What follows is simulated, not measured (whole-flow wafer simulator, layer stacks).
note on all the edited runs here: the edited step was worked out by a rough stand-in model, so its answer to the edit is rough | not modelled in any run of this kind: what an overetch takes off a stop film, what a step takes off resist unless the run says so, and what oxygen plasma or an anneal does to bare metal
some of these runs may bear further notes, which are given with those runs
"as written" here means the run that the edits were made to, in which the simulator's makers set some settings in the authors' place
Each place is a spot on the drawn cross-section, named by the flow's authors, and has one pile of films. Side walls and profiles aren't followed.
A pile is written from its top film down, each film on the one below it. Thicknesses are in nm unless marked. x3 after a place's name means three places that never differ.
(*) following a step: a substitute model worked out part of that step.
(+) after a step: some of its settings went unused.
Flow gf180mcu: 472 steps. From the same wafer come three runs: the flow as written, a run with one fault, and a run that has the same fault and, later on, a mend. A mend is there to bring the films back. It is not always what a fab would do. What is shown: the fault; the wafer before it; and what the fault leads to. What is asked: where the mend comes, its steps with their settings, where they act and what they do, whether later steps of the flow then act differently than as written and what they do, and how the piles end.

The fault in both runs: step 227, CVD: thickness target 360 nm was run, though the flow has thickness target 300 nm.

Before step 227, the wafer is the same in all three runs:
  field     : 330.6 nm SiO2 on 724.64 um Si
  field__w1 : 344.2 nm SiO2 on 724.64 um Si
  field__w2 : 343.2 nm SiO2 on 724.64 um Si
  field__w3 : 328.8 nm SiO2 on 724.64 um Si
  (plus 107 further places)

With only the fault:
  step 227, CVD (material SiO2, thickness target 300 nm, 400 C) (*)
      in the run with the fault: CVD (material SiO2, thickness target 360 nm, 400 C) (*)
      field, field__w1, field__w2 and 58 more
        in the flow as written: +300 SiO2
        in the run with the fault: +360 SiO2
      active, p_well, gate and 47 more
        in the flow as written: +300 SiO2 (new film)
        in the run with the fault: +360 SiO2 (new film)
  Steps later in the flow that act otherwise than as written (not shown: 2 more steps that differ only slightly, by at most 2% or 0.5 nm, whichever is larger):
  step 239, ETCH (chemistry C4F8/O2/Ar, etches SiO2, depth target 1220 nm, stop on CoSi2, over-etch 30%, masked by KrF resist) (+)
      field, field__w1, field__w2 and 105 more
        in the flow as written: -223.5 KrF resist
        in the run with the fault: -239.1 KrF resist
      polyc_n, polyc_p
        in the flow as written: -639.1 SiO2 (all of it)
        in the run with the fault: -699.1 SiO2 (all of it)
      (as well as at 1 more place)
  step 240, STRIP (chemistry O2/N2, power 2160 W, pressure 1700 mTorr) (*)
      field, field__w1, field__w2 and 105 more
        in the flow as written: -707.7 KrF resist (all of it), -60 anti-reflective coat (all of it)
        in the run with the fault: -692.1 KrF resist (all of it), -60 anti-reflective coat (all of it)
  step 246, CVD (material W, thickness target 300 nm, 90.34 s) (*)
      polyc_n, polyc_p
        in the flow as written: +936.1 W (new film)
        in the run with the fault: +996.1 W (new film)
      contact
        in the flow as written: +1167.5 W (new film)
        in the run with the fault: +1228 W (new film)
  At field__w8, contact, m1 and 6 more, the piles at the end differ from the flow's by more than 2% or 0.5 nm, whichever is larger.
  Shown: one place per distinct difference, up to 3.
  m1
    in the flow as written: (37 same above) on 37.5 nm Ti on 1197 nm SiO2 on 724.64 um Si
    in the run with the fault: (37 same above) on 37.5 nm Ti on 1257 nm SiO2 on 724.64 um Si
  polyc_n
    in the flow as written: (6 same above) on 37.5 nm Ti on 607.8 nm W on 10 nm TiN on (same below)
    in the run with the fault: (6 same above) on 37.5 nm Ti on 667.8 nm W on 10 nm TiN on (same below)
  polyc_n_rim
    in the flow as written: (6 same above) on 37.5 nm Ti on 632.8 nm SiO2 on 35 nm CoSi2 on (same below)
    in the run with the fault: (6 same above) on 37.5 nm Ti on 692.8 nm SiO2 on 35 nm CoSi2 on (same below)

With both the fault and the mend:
  The mend follows step 227.
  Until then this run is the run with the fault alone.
  step 227a, WET ETCH (chemistry dHF, depth target 60 nm, 25 C, dilution 100:1) (*) (the flow's step 17 again, with other settings)
      field, field__w1, field__w2 and 108 more
        -60 SiO2
  None of the later steps of the flow acts differently than as written at any place that is followed.
  By the end, the piles equal the flow's at every place that both follow.
